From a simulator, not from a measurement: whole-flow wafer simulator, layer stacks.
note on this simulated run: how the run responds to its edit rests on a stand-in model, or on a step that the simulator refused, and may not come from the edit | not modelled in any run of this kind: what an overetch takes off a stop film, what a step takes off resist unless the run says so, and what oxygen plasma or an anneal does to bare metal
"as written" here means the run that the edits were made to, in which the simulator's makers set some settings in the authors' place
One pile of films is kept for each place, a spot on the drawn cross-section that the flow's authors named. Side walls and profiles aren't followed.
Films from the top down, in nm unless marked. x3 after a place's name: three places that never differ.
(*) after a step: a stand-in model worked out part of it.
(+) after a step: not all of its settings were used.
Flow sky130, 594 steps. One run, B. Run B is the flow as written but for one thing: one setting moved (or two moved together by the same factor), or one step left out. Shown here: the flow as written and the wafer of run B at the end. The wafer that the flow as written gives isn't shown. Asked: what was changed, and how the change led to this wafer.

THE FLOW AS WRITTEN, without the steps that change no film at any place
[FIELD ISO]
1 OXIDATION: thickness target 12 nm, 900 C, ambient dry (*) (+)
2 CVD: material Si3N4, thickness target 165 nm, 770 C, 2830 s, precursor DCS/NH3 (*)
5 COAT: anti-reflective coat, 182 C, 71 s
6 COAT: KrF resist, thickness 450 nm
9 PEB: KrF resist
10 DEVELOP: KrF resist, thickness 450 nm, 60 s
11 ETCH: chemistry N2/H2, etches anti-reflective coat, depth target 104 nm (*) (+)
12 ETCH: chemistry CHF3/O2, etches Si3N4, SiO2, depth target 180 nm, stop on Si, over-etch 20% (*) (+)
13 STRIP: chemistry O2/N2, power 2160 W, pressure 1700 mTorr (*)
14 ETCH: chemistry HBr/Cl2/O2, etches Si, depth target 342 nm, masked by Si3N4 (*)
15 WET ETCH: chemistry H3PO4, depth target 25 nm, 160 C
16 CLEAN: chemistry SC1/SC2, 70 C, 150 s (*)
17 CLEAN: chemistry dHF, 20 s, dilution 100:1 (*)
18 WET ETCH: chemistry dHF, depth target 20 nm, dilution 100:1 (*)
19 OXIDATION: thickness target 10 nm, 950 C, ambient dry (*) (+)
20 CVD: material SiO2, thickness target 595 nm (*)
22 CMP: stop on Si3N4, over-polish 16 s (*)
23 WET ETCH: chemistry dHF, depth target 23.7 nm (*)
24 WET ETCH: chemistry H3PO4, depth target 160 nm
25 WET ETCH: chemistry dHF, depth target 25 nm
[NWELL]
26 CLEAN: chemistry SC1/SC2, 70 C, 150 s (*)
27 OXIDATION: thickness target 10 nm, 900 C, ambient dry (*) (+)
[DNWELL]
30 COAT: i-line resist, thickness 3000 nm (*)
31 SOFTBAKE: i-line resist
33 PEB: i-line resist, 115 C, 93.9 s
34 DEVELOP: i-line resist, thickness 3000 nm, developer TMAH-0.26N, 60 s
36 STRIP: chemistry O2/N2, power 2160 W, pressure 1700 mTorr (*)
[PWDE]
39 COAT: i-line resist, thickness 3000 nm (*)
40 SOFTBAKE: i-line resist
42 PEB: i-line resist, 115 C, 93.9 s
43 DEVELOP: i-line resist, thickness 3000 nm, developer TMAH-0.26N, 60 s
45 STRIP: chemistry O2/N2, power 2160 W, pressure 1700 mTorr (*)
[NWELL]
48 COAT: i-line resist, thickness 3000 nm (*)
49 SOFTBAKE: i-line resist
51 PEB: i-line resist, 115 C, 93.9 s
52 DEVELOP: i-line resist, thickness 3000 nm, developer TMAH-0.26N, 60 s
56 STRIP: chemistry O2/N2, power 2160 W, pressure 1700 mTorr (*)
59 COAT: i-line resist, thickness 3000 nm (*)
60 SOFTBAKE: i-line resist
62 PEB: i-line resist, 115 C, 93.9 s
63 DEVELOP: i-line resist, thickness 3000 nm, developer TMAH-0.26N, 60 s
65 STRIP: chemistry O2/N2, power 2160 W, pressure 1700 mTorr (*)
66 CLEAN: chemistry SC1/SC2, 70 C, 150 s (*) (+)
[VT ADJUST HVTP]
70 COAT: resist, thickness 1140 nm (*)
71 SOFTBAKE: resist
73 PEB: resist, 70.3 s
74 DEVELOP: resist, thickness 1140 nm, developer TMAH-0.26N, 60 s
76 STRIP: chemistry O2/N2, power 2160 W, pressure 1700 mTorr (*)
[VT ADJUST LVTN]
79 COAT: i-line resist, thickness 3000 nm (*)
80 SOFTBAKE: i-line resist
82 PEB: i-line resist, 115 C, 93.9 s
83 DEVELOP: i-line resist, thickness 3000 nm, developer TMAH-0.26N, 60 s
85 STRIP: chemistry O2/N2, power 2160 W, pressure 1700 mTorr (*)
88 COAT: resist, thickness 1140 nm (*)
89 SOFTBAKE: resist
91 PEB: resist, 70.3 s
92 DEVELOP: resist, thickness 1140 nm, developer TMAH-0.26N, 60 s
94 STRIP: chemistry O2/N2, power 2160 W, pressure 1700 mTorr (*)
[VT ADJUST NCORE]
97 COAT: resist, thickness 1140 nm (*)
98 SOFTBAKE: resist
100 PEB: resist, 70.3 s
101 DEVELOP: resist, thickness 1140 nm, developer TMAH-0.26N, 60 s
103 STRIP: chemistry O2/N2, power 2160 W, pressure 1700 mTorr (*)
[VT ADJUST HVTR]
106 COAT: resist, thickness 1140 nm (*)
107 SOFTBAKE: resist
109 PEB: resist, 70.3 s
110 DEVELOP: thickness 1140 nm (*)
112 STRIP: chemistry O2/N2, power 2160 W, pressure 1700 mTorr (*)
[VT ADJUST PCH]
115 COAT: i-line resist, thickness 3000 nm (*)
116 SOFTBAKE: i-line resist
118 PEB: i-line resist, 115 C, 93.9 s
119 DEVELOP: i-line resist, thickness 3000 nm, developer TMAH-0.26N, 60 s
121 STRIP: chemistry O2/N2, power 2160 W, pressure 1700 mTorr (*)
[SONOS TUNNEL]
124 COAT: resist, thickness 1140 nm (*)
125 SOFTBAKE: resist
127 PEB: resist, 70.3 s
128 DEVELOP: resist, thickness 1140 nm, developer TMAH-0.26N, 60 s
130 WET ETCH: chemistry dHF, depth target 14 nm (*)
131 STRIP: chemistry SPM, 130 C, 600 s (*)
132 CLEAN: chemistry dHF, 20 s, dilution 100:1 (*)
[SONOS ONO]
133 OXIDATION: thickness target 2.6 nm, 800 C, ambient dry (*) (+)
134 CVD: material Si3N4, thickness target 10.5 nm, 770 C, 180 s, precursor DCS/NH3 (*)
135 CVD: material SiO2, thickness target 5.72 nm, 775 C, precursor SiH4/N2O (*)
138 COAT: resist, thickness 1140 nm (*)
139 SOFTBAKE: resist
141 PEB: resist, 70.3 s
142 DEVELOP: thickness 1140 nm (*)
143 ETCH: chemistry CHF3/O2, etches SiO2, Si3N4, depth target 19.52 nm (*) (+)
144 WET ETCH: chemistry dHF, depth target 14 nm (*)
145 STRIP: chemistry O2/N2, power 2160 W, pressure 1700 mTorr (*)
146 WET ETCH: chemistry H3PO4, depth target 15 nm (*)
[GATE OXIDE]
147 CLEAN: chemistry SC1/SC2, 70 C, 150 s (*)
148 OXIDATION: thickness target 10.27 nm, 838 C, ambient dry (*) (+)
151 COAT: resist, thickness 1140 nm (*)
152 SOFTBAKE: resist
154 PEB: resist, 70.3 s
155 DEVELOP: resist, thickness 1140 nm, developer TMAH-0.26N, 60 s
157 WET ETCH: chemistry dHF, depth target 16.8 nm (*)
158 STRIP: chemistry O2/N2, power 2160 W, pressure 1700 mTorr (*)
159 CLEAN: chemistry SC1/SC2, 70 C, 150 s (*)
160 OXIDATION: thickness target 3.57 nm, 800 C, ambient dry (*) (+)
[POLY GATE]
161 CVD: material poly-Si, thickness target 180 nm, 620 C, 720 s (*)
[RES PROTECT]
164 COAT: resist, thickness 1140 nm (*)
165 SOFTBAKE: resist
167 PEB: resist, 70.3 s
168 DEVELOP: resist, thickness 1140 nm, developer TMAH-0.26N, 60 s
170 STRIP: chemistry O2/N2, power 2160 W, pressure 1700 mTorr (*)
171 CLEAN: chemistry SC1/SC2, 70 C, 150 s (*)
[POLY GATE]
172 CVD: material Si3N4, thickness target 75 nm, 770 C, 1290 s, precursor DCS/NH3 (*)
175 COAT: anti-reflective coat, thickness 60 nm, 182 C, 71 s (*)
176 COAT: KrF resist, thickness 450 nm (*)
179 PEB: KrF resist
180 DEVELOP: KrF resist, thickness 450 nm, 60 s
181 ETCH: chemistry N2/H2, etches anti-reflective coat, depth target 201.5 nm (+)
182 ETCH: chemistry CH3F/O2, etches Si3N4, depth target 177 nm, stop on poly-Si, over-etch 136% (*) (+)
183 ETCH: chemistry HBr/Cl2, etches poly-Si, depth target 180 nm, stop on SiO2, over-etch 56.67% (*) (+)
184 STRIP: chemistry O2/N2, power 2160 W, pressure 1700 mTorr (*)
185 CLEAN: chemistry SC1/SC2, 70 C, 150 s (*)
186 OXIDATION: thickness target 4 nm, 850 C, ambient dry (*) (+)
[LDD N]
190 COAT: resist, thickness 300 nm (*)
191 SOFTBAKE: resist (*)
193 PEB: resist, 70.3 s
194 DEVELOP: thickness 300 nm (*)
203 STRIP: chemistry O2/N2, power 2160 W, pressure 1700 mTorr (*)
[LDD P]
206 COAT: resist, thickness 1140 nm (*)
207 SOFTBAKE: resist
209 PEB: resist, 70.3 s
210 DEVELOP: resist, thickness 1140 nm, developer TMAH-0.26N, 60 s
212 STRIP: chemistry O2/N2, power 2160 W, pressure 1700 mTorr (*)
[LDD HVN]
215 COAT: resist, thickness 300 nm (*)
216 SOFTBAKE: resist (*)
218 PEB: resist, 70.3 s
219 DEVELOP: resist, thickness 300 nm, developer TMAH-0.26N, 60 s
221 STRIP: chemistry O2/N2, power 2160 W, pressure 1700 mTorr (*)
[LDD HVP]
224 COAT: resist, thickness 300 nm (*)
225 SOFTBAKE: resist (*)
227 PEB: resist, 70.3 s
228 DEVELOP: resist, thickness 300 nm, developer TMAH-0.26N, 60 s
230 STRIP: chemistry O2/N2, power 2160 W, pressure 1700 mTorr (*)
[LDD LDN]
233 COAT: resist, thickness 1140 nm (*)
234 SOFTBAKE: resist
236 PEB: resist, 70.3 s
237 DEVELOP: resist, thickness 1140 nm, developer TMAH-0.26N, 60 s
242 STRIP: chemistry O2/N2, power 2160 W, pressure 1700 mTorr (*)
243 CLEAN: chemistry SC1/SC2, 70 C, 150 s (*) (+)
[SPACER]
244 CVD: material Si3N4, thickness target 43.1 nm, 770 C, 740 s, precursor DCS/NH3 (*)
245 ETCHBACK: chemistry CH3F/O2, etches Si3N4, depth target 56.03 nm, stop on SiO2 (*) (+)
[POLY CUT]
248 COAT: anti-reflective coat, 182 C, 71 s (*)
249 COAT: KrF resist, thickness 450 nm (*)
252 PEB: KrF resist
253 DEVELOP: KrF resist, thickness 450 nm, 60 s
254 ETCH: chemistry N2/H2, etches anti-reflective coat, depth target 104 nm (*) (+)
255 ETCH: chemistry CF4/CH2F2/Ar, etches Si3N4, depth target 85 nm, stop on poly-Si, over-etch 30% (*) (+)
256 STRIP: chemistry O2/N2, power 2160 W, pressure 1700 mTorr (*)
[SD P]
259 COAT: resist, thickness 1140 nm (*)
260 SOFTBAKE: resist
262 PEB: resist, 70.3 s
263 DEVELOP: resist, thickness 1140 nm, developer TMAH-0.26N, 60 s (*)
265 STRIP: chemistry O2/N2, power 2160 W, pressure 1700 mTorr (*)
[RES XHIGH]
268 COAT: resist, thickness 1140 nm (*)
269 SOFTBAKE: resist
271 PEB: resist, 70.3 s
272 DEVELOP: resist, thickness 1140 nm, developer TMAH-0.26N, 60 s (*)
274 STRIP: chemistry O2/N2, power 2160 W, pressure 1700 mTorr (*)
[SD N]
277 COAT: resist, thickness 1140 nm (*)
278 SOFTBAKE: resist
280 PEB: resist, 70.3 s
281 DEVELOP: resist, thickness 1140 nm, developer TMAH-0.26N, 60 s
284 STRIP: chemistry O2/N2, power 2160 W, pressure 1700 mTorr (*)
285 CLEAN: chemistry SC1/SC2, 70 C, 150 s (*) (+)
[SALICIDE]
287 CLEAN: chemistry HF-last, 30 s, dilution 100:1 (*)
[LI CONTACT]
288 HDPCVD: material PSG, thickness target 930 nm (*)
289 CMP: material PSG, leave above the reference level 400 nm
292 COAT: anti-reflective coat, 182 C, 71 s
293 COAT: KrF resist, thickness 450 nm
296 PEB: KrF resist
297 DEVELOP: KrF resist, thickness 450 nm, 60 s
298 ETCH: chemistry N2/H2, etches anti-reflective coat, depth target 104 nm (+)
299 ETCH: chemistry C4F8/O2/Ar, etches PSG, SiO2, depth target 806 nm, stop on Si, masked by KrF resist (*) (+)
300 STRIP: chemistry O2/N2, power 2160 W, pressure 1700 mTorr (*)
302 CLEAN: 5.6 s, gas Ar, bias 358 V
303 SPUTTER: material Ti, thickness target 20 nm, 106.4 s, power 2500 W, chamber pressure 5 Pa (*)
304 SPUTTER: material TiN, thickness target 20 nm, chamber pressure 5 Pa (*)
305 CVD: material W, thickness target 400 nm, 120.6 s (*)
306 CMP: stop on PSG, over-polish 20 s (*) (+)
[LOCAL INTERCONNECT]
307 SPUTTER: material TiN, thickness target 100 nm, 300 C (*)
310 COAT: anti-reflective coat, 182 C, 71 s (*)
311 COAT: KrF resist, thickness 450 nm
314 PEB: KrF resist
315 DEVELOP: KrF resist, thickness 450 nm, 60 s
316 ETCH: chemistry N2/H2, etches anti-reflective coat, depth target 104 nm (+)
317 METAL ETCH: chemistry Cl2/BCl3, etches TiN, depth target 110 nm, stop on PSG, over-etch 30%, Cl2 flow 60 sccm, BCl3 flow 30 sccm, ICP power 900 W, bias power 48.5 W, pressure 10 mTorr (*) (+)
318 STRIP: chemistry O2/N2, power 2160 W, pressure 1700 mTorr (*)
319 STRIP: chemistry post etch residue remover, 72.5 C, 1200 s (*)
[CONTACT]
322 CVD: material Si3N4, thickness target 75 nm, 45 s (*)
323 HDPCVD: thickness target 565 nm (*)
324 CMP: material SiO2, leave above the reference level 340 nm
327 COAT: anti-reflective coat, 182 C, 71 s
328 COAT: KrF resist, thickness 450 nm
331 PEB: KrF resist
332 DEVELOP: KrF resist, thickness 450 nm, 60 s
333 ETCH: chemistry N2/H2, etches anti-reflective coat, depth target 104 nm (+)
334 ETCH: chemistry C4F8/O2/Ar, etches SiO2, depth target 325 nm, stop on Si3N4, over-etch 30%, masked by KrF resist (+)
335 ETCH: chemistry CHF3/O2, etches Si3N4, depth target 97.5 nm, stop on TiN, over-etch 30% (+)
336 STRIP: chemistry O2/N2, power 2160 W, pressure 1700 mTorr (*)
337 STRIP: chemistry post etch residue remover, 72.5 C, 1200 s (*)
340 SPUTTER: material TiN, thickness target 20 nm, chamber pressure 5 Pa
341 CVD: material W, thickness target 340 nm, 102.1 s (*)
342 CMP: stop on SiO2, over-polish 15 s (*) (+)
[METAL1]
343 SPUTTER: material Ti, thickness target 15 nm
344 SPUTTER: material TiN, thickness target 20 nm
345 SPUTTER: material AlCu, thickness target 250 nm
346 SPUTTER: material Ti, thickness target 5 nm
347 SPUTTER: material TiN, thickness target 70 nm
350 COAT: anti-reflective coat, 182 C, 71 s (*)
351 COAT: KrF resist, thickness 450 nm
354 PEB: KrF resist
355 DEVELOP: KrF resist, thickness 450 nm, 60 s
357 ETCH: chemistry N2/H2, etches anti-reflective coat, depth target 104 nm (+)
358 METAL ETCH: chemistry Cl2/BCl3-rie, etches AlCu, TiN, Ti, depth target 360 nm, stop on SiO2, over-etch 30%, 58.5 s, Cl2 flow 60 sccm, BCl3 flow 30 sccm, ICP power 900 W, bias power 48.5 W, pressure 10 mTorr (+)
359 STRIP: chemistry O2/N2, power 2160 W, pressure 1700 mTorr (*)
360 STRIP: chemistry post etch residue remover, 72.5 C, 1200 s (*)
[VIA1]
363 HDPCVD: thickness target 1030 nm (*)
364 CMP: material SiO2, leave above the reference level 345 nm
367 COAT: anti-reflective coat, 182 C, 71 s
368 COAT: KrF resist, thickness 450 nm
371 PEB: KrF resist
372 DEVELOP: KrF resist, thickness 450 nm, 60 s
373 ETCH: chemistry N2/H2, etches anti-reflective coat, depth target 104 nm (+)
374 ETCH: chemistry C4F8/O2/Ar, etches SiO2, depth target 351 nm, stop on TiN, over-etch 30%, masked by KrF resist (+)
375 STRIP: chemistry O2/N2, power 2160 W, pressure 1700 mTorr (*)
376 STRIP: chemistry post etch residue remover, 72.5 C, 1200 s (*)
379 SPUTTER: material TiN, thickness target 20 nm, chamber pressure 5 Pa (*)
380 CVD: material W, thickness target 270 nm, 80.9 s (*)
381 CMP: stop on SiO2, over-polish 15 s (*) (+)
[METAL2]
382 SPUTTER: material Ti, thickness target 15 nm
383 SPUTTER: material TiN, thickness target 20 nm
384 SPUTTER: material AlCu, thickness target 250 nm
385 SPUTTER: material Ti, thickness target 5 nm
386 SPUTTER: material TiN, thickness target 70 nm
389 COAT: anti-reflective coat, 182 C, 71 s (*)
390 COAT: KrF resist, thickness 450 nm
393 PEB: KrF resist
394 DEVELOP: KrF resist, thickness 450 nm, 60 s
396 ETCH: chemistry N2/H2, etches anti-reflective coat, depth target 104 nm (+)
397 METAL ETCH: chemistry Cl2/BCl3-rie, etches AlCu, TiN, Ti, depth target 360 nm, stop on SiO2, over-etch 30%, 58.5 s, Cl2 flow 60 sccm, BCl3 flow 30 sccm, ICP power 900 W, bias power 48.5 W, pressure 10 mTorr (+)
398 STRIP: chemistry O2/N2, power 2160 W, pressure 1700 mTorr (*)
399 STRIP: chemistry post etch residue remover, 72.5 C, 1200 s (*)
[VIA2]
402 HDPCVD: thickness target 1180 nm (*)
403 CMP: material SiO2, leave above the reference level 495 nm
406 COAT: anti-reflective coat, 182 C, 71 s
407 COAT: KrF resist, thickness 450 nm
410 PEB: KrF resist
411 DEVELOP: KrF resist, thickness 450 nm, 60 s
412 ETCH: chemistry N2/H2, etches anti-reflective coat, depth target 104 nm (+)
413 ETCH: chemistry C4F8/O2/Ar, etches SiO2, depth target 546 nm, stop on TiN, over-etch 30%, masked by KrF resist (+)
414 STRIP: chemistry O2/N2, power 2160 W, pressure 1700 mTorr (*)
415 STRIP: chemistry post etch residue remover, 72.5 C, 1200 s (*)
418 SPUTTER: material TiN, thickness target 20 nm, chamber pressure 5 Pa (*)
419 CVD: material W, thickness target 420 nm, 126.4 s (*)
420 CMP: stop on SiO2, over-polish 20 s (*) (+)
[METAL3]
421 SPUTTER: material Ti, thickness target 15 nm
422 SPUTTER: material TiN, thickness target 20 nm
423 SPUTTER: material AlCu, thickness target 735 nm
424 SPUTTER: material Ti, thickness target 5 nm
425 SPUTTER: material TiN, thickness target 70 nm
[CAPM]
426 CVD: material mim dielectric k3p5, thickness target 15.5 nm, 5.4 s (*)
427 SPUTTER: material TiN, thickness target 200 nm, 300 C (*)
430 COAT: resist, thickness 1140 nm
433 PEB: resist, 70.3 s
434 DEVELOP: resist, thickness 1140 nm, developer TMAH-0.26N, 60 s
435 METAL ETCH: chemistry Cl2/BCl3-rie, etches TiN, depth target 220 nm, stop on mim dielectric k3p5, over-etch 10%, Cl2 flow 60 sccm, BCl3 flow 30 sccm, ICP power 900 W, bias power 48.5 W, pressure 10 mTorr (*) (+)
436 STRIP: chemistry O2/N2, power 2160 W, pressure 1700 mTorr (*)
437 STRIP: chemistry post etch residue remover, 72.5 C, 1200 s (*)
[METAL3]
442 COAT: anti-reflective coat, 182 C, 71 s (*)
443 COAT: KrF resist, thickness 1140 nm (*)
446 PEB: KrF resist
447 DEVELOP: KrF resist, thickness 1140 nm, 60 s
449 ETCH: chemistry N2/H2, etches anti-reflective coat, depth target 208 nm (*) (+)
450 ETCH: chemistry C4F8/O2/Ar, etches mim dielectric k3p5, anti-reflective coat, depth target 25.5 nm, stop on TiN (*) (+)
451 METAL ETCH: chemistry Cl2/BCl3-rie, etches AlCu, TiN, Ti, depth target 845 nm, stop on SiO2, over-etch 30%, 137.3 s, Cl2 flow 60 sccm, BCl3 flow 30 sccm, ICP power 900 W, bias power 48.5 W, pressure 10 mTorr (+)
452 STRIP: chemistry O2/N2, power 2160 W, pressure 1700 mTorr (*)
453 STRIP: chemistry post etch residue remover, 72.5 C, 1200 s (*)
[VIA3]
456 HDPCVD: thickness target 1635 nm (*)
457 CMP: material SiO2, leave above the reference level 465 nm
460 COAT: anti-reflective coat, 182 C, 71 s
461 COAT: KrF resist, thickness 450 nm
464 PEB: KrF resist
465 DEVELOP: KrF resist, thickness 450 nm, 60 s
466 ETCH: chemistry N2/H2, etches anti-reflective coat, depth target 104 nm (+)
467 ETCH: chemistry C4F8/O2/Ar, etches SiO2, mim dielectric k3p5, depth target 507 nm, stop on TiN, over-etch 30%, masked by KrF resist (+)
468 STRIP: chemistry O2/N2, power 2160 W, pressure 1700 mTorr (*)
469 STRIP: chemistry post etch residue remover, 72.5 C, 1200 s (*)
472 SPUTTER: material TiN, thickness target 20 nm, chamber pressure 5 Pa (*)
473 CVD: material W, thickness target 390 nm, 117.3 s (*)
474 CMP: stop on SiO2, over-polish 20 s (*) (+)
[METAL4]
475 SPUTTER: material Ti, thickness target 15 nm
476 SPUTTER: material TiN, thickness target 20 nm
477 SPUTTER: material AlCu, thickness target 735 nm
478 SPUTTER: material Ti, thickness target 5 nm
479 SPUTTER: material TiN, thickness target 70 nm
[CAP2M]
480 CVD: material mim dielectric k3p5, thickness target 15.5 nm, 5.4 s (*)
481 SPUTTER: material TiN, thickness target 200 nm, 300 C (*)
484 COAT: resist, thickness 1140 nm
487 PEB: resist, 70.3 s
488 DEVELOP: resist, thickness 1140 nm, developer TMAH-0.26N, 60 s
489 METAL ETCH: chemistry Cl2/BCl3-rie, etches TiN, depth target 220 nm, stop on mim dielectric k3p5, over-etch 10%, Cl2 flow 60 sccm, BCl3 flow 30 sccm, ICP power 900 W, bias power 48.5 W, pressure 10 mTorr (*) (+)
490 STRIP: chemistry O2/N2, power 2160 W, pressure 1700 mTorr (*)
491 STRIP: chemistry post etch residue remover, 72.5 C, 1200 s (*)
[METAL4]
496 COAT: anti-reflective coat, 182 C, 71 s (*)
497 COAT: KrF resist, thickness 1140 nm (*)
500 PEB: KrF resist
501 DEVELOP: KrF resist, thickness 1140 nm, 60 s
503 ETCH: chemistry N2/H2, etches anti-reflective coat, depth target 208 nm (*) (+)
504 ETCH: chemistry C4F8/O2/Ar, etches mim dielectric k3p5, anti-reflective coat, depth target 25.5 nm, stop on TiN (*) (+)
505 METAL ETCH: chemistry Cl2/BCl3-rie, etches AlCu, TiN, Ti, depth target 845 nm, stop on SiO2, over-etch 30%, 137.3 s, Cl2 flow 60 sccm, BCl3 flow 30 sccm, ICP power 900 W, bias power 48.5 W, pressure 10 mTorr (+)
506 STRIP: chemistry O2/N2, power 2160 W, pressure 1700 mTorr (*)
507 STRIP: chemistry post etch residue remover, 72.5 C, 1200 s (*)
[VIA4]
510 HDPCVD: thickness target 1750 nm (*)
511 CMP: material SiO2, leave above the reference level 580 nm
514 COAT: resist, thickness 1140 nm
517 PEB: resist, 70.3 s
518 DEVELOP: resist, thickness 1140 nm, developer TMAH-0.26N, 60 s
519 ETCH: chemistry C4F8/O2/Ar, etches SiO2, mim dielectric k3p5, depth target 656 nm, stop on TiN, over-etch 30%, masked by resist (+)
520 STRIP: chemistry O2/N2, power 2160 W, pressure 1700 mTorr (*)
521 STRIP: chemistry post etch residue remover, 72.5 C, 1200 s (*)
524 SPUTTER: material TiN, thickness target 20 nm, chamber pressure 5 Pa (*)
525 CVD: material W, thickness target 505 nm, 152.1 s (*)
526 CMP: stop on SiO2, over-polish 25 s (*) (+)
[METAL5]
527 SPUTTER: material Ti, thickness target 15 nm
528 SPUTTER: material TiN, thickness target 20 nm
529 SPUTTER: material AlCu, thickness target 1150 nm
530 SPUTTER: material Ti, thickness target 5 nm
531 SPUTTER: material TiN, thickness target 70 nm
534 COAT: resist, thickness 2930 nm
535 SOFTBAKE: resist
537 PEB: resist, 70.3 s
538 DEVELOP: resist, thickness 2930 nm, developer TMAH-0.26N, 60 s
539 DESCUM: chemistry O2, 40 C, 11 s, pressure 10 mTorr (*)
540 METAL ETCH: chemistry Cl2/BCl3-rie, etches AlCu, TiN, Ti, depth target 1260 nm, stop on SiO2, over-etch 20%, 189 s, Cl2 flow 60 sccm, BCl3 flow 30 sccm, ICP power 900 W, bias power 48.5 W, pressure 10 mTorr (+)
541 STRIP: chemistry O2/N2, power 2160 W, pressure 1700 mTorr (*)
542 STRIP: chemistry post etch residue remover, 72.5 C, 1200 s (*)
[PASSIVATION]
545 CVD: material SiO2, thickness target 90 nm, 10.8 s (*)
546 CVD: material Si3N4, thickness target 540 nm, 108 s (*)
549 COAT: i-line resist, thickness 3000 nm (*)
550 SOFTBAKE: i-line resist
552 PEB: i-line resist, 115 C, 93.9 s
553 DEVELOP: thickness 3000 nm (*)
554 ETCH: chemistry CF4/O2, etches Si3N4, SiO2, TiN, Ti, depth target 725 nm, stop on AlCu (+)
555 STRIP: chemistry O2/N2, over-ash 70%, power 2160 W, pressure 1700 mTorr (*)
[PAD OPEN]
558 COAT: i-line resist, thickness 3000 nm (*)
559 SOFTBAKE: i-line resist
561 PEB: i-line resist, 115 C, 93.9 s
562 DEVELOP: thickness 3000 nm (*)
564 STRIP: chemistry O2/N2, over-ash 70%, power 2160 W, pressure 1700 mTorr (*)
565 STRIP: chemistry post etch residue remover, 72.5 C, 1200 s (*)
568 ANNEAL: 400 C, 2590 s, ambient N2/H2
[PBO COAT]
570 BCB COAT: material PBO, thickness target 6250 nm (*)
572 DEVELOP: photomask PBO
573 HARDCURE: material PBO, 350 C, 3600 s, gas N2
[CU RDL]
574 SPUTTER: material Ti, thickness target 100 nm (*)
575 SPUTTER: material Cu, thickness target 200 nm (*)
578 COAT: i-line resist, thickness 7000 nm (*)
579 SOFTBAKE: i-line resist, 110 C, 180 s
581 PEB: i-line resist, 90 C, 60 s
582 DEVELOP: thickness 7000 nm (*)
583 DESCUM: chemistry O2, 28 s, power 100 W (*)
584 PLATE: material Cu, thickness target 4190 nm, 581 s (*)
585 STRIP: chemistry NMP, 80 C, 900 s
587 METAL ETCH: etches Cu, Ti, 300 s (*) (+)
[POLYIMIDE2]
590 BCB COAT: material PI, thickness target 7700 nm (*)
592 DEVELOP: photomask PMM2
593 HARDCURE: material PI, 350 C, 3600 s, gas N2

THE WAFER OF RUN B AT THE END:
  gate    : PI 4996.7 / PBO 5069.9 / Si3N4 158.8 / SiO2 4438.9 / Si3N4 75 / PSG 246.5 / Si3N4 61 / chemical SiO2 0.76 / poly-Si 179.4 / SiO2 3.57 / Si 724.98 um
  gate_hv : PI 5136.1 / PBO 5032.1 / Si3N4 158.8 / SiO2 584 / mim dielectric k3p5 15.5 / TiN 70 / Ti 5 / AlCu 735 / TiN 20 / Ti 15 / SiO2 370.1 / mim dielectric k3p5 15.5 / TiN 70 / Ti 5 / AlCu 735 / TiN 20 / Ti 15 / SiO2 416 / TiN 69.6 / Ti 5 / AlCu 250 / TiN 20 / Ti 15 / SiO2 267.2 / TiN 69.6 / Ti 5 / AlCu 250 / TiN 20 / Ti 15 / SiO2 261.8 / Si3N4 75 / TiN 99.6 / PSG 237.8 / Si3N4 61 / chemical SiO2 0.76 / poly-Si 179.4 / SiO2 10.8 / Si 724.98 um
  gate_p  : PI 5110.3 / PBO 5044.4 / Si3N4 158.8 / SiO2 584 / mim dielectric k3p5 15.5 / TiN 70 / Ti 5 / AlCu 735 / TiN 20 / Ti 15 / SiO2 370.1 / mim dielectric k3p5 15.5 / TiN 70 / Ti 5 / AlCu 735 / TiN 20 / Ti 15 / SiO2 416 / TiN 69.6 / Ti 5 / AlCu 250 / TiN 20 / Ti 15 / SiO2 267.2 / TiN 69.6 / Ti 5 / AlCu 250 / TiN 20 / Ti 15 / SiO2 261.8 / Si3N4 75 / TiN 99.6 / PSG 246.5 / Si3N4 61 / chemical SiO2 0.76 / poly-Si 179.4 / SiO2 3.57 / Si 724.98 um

The cause: step 289, CMP: leave above the reference level 256 nm was run, where the flow has leave above the reference level 400 nm.

How the change led to this, step by step:
  289 CMP: material PSG, leave above the reference level 400 nm
      gate, spacer, gate_p and 34 more: PSG -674 (as written it would be: PSG -530)
      mim, vpp_sp, vpp_ln and 30 more: PSG -477.9 (as written it would be: PSG -333.9)
      (and at 122 more places)
  299 ETCH: chemistry C4F8/O2/Ar, etches PSG, SiO2, depth target 806 nm, stop on Si, masked by KrF resist (*) (+)
      field, active, n_well and 184 more: KrF resist -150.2 (as written it would be: KrF resist -161.2)
      contact, ndiff_licon, ndiff_licon_cpp: PSG -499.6 (all of it), SiO2 -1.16 (all of it) (as written it would be: PSG -643.6 (all of it), SiO2 -1.16 (all of it))
      (and at 2 more places)
  300 STRIP: chemistry O2/N2, power 2160 W, pressure 1700 mTorr (*)
      field, active, n_well and 184 more: KrF resist -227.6 (all of it), anti-reflective coat -80 (all of it) (as written it would be: KrF resist -216.6 (all of it), anti-reflective coat -80 (all of it))
  303 SPUTTER: material Ti, thickness target 20 nm, 106.4 s, power 2500 W, chamber pressure 5 Pa (*)
      ndiff_licon: Ti +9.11 (new film) (as written it would be: Ti +7.24 (new film))
      ndiff_licon_cpp: Ti +8.19 (new film) (as written it would be: Ti +6.53 (new film))
      (and at 1 more place)
  304 SPUTTER: material TiN, thickness target 20 nm, chamber pressure 5 Pa (*)
      ndiff_licon: TiN +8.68 (new film) (as written it would be: TiN +6.83 (new film))
      ndiff_licon_cpp: TiN +7.82 (new film) (as written it would be: TiN +6.17 (new film))
      (and at 1 more place)
  305 CVD: material W, thickness target 400 nm, 120.6 s (*)
      ndiff_licon: W +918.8 (new film) (as written it would be: W +1066.5 (new film))
      ndiff_licon_cpp: W +920.6 (new film) (as written it would be: W +1067.9 (new film))
      (and at 1 more place)
  306 CMP: stop on PSG, over-polish 20 s (*) (+)
      poly_licon: W -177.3 (as written it would be: W -33.3)
